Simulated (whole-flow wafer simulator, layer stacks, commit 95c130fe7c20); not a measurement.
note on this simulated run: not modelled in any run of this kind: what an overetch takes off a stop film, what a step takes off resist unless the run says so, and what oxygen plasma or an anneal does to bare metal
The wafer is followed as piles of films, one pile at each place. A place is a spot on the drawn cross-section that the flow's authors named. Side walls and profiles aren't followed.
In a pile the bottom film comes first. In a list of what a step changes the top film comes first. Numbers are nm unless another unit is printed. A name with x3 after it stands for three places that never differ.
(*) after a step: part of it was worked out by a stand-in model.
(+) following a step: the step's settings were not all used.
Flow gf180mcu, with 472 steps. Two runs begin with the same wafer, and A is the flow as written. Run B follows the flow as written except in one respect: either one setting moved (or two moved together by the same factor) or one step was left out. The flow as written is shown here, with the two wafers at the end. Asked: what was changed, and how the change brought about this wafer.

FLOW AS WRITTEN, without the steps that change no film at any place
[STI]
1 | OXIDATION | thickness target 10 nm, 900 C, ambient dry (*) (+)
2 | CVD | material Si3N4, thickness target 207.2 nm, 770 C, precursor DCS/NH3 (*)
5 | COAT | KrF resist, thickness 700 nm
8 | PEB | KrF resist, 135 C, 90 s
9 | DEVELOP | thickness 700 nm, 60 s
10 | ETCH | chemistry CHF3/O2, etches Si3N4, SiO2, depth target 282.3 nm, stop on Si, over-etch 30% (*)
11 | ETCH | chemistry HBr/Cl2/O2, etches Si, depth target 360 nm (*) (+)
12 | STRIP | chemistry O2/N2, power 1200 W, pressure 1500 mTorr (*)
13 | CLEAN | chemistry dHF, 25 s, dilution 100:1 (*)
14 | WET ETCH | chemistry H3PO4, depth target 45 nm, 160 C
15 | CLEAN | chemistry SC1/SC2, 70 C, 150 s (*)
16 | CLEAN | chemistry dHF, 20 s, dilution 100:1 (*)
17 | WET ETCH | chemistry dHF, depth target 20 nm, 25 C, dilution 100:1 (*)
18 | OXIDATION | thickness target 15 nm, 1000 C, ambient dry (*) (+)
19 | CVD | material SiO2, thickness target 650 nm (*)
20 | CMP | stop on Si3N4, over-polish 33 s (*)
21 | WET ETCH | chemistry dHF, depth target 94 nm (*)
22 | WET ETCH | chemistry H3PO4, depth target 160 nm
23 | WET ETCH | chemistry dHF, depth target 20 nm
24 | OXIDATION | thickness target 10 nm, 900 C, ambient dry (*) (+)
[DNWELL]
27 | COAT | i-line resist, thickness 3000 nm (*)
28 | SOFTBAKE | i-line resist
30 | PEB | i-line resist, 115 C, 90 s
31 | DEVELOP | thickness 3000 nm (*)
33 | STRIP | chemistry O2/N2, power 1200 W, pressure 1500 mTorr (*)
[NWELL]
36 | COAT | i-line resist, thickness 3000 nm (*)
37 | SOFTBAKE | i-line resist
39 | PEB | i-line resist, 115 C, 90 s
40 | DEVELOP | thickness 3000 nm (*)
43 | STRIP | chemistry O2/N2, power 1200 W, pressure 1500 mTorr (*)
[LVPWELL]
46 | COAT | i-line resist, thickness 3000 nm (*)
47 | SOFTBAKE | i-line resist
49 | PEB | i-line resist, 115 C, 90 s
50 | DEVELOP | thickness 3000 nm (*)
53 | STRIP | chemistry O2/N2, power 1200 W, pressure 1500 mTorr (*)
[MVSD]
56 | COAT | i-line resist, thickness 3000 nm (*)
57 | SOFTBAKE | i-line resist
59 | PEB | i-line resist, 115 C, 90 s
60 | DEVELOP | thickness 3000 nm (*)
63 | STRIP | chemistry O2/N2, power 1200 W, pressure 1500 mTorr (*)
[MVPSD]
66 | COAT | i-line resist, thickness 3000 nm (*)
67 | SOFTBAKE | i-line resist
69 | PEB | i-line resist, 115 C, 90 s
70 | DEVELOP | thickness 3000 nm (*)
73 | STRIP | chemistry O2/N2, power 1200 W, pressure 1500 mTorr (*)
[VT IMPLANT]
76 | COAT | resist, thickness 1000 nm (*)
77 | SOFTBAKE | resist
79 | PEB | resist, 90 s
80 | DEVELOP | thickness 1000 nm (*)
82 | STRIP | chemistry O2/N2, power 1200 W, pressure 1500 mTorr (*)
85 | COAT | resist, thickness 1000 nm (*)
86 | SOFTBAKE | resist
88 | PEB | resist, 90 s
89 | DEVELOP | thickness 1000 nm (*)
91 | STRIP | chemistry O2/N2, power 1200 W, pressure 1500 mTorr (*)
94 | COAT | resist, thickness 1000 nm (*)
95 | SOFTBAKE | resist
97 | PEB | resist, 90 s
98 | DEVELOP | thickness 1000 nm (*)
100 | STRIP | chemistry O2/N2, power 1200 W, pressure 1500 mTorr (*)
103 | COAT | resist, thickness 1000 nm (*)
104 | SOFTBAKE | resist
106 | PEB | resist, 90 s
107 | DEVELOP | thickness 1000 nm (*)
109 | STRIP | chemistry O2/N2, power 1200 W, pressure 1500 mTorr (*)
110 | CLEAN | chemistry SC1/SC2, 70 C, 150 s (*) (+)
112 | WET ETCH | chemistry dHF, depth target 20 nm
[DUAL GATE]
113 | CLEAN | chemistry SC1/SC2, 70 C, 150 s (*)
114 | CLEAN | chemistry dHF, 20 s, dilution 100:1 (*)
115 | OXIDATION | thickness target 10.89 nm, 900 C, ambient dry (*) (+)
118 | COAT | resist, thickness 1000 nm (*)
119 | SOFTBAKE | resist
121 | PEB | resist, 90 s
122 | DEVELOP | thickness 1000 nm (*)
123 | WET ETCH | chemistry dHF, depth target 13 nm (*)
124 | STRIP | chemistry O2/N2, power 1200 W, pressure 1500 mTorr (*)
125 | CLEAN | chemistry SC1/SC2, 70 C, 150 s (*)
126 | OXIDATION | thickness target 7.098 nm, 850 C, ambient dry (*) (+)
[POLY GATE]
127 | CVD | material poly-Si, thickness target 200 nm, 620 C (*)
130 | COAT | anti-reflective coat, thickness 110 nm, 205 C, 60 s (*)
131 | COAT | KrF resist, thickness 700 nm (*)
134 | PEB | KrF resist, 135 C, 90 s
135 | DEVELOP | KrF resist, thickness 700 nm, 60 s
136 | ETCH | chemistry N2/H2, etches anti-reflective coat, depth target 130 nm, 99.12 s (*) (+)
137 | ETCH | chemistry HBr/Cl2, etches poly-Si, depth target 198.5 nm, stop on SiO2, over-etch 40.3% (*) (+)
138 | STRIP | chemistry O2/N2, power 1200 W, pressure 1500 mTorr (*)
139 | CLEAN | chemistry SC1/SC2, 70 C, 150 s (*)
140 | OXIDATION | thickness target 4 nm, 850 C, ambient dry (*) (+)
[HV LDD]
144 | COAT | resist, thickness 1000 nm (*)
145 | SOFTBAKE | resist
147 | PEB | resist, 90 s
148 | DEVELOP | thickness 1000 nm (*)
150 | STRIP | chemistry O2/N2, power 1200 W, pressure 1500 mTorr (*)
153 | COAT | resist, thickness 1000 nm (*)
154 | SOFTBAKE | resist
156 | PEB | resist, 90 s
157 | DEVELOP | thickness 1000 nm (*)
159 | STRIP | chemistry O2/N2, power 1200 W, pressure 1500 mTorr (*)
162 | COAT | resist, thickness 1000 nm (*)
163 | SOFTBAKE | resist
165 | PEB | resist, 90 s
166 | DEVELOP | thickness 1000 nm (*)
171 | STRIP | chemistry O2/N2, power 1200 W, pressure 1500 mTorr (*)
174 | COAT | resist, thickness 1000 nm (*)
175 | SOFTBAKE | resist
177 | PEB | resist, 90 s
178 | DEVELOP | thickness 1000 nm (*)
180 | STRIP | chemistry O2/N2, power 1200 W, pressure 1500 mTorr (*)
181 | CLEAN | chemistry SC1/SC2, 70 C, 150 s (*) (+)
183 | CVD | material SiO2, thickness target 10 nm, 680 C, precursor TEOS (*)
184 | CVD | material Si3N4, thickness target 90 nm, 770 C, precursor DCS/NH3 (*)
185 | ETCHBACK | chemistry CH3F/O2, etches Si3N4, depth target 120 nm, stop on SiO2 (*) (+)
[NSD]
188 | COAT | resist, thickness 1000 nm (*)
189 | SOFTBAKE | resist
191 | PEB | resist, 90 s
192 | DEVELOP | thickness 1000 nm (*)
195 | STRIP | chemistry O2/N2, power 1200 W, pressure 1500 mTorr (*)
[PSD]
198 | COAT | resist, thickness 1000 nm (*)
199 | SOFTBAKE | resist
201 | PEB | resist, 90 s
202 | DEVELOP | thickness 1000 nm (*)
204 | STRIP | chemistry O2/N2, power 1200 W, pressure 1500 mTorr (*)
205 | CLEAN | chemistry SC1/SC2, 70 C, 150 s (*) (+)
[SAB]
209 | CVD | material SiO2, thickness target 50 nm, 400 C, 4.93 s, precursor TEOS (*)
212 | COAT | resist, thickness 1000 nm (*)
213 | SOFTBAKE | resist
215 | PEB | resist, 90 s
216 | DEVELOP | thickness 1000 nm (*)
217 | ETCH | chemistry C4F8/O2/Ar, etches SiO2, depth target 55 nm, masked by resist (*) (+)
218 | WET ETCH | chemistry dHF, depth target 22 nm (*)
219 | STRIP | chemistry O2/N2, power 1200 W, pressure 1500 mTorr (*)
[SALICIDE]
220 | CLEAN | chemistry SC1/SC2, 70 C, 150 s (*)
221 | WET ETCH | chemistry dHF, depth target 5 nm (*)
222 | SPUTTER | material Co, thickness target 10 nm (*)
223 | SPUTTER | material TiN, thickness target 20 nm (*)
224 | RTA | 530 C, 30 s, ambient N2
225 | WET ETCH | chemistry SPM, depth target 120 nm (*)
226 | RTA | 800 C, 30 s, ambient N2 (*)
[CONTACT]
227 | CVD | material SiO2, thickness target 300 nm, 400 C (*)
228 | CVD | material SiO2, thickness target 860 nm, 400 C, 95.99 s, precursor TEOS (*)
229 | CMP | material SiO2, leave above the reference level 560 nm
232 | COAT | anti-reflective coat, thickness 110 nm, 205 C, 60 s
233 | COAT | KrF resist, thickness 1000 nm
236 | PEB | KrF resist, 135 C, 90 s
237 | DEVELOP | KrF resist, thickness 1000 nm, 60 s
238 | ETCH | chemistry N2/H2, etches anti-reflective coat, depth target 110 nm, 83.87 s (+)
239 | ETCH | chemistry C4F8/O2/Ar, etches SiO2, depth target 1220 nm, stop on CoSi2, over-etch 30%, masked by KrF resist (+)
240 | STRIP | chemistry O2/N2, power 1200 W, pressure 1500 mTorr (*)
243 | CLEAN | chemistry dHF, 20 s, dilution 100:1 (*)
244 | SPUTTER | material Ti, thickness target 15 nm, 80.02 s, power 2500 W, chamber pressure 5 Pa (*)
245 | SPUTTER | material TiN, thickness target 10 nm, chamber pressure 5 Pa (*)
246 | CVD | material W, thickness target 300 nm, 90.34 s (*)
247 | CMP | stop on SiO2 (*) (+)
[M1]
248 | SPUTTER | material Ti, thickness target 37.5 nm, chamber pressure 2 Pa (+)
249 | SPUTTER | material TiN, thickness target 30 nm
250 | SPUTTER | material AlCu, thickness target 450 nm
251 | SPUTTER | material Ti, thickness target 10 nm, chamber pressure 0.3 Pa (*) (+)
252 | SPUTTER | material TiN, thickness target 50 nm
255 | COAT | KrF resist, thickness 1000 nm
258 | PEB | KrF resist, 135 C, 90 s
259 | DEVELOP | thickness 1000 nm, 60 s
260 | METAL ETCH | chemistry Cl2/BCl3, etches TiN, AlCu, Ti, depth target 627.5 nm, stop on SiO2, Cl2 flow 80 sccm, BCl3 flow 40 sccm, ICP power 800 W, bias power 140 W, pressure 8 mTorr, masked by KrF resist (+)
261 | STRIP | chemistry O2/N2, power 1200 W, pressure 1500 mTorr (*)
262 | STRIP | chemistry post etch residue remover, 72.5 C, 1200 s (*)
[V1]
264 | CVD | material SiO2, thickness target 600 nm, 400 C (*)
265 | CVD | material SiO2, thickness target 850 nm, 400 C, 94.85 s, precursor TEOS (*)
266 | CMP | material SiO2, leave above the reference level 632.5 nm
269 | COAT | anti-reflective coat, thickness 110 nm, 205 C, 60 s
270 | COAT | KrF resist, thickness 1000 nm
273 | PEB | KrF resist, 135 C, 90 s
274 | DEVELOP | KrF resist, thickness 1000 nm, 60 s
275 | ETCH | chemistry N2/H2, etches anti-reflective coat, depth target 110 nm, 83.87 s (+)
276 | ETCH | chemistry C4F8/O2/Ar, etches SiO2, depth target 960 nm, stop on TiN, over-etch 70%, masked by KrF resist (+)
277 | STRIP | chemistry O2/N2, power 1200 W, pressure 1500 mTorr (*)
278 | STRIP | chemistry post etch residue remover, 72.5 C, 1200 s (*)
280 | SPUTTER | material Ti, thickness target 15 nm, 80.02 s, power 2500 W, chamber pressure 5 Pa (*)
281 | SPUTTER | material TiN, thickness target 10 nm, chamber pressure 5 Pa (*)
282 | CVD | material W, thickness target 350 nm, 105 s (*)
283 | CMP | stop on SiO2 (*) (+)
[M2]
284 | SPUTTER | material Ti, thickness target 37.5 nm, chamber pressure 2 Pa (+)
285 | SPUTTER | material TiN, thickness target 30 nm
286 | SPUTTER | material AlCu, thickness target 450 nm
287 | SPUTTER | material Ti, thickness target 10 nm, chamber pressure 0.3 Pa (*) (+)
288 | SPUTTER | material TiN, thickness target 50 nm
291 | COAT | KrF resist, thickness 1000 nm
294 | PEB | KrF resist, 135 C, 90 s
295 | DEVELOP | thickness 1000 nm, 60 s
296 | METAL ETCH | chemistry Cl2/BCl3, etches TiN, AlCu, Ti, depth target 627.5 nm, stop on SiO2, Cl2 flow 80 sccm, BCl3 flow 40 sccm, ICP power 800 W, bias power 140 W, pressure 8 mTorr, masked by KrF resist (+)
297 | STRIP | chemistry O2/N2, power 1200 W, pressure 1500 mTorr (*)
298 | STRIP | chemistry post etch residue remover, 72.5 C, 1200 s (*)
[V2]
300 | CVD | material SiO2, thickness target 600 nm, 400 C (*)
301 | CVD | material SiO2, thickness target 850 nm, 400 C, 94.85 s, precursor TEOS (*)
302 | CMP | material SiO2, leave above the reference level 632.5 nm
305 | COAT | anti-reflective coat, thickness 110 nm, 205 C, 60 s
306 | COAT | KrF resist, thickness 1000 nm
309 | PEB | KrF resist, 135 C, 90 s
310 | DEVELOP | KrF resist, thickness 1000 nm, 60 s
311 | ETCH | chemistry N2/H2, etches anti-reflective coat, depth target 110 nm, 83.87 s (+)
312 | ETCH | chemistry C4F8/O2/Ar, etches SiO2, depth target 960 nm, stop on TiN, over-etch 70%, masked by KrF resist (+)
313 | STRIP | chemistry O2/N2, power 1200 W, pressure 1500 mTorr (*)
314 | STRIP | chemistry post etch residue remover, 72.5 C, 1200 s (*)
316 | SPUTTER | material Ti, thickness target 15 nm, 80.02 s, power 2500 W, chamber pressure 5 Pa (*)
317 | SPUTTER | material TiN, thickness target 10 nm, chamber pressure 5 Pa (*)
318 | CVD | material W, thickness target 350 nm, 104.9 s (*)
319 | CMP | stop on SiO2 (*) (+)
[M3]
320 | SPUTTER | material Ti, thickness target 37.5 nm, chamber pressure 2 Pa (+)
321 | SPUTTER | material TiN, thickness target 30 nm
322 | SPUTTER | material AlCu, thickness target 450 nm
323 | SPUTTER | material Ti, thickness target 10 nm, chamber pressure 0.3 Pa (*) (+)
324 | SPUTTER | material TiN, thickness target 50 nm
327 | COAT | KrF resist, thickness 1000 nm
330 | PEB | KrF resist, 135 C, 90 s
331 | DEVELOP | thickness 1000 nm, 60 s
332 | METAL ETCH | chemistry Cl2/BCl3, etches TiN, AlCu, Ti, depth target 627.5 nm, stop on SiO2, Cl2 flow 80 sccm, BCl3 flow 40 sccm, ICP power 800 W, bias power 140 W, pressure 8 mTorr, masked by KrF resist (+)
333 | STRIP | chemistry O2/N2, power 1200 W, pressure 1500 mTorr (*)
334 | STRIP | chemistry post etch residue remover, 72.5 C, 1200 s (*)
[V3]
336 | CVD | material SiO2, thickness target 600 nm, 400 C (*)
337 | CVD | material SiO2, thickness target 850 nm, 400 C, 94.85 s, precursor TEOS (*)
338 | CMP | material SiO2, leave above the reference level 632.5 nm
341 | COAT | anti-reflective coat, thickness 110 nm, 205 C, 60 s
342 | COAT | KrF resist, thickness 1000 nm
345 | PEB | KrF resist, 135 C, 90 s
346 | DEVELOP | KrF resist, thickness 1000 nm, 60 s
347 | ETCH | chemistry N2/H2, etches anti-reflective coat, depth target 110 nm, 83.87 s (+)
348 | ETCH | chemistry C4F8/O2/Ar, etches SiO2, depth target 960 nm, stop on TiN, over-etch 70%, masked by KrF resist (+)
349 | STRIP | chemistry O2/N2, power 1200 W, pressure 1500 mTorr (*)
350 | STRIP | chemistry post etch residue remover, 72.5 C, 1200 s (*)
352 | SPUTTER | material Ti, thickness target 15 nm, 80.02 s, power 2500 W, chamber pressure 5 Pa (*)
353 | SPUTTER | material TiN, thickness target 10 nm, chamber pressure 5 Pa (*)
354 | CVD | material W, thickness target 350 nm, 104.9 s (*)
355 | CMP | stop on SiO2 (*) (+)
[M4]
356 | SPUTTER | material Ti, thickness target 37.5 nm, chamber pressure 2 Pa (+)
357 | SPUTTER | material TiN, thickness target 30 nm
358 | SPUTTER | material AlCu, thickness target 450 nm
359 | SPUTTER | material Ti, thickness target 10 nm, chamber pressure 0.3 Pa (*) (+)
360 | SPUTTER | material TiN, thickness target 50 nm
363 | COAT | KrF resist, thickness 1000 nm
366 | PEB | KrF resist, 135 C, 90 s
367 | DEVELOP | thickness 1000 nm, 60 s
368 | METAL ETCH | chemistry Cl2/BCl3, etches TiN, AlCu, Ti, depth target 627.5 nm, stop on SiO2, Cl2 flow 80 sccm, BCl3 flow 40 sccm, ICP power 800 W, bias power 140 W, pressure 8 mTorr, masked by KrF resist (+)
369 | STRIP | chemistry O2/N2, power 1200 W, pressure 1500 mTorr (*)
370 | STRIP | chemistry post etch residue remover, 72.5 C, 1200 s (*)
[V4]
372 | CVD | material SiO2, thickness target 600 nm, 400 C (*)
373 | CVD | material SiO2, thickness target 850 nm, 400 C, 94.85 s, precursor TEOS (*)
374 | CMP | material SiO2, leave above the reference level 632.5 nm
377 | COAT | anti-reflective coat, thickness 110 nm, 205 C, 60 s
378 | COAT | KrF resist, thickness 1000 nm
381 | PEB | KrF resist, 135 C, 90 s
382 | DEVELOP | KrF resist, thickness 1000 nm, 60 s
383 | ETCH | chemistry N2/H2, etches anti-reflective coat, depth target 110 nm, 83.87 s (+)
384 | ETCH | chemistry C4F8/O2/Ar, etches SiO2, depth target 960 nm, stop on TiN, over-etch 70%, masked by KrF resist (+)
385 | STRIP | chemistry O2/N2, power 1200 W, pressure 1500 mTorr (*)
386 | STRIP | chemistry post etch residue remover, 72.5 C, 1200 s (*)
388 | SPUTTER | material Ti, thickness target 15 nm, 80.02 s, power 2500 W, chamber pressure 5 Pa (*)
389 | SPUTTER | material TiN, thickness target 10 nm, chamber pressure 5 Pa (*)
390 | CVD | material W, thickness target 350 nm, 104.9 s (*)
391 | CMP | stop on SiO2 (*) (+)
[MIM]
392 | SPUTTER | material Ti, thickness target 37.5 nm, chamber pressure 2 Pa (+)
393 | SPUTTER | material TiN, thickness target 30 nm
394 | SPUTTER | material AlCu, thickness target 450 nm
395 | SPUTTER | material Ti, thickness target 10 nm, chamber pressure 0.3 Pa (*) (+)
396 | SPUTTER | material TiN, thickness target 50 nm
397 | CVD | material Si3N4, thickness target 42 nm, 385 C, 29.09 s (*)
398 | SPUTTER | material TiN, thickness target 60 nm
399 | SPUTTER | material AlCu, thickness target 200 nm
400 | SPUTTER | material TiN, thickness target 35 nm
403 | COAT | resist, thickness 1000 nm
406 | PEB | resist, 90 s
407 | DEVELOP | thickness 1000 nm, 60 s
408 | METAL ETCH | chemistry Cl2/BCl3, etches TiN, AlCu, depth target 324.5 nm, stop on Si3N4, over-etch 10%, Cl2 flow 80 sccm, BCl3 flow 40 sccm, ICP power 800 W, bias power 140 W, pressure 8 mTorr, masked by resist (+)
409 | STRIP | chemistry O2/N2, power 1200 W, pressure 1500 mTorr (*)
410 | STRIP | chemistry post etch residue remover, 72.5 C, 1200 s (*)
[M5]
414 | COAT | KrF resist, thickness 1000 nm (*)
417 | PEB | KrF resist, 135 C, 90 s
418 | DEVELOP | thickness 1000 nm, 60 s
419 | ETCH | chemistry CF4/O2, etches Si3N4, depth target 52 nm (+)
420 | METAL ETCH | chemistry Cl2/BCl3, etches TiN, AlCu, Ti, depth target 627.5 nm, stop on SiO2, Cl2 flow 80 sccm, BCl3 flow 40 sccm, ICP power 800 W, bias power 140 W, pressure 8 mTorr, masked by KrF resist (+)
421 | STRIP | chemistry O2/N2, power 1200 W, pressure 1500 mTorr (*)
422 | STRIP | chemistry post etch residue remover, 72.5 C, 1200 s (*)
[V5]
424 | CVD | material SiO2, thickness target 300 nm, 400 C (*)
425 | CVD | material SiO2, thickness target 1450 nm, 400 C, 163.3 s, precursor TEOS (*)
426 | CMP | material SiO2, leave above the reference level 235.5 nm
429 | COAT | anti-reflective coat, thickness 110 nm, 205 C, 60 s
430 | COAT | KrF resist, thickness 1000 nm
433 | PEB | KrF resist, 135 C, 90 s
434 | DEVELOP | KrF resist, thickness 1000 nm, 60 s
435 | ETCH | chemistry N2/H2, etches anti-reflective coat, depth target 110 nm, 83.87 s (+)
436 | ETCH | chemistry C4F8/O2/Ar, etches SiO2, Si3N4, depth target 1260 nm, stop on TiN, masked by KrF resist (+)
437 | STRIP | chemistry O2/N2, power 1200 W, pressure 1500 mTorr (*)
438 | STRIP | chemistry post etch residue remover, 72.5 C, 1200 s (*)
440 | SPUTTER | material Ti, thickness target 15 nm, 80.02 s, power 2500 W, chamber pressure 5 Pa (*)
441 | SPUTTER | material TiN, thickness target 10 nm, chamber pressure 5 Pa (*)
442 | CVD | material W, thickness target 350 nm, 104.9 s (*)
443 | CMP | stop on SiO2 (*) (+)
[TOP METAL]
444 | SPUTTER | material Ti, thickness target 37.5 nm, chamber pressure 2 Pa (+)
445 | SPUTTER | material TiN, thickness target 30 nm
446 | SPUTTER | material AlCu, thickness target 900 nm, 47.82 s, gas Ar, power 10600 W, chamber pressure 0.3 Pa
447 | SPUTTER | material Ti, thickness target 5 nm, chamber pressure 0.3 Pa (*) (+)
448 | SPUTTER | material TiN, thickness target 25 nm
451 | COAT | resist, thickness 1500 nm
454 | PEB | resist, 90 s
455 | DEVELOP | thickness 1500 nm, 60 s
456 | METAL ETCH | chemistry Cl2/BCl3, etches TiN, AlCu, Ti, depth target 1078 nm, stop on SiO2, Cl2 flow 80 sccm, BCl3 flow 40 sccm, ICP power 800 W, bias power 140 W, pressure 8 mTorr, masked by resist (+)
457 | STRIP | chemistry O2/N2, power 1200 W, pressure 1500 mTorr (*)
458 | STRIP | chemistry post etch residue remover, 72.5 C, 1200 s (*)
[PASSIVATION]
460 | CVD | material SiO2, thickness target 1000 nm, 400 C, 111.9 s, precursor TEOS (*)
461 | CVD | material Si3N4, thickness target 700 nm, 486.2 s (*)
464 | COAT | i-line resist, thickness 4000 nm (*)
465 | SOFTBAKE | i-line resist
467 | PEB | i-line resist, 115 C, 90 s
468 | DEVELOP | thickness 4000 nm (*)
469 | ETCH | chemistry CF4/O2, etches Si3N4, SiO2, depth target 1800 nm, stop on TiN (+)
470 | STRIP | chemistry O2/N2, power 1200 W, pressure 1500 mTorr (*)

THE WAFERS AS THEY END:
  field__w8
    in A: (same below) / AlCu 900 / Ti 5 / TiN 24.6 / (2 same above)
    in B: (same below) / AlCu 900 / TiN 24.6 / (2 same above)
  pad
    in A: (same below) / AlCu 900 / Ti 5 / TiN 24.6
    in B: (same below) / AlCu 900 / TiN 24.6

What caused this: step 447, SPUTTER: material Ti, thickness target 5 nm, chamber pressure 0.3 Pa (*) (+), was skipped.

How this came from the change, step by step:
  456 | METAL ETCH | chemistry Cl2/BCl3, etches TiN, AlCu, Ti, depth target 1078 nm, stop on SiO2, Cl2 flow 80 sccm, BCl3 flow 40 sccm, ICP power 800 W, bias power 140 W, pressure 8 mTorr, masked by resist (+)
      field, field__w1, field__w2 and 103 more: A TiN loses 25 (all of it), Ti loses 5 (all of it), AlCu loses 900 (all of it), TiN loses 30 (all of it), Ti loses 37.5 (all of it) | B TiN loses 25 (all of it), AlCu loses 900 (all of it), TiN loses 30 (all of it), Ti loses 37.5 (all of it)
